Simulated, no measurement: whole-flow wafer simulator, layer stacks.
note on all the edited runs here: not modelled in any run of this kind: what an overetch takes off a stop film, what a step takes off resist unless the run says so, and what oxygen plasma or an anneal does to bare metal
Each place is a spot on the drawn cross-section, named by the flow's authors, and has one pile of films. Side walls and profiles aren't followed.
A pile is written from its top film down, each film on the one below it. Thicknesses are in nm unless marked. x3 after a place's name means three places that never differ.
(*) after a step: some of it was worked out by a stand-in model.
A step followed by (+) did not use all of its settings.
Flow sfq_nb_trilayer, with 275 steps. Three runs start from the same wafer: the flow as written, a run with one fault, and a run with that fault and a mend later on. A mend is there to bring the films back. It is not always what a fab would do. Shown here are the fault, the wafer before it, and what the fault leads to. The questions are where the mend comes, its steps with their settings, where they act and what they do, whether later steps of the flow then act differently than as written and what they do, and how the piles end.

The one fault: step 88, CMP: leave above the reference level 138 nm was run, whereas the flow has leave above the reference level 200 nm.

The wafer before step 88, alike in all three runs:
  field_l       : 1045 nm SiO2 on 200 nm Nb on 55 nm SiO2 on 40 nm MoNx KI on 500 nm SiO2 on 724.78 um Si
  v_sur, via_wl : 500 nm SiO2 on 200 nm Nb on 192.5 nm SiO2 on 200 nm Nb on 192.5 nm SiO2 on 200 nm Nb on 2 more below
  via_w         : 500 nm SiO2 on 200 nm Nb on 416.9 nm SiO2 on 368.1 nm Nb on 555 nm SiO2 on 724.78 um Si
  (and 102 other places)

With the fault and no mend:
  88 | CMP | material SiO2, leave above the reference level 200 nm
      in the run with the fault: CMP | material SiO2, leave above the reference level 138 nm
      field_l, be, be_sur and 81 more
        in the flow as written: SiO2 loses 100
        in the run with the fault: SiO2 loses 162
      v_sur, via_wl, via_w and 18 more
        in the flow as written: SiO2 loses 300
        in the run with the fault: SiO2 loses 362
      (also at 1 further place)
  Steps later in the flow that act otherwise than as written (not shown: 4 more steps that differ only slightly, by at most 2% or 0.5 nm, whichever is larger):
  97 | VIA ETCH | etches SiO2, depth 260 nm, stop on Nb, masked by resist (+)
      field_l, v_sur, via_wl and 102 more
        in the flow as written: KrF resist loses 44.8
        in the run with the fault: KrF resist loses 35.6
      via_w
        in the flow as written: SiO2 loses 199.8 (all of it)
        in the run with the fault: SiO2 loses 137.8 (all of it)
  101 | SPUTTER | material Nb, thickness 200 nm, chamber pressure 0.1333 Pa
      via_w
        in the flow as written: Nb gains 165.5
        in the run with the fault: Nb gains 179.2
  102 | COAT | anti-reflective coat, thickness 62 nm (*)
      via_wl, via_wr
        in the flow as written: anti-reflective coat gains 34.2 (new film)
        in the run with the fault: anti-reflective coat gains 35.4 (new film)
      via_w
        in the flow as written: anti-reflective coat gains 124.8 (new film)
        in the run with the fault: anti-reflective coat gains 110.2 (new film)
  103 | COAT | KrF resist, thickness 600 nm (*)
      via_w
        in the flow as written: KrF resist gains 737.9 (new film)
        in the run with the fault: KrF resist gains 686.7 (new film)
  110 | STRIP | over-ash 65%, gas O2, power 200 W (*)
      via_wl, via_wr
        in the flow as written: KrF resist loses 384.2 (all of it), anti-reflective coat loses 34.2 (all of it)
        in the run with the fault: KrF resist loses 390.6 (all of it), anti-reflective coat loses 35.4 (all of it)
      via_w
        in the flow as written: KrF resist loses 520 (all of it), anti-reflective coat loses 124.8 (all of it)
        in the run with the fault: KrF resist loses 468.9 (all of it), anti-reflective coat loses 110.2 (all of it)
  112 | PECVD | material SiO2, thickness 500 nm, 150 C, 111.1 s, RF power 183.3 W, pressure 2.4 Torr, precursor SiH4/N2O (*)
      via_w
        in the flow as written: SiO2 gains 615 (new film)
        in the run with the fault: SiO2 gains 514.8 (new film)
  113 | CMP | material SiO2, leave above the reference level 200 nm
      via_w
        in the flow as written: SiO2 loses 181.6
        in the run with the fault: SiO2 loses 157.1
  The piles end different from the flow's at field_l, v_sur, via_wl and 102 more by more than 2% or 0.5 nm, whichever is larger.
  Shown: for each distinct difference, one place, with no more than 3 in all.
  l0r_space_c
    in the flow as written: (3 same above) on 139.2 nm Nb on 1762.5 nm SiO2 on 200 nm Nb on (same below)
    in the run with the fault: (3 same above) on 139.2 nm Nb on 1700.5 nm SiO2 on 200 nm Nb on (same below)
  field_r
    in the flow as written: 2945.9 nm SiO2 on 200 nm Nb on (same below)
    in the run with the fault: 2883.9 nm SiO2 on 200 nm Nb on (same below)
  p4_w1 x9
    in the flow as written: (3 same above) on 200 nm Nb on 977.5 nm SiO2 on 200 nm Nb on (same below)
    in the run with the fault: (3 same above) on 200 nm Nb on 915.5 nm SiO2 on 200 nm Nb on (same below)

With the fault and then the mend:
  After step 89 comes the mend.
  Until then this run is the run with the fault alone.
  89a | PECVD | material SiO2, thickness 62 nm, 150 C, 13.78 s, RF power 183.3 W, pressure 2.4 Torr, precursor SiH4/N2O (the flow's step 87 again, with other settings)
      field_l, v_sur, via_wl and 103 more
        SiO2 gains 62
  Every later step of the flow that is run acts as written at every place that is followed.
  At every place that both follow, the piles at the end match the flow's.
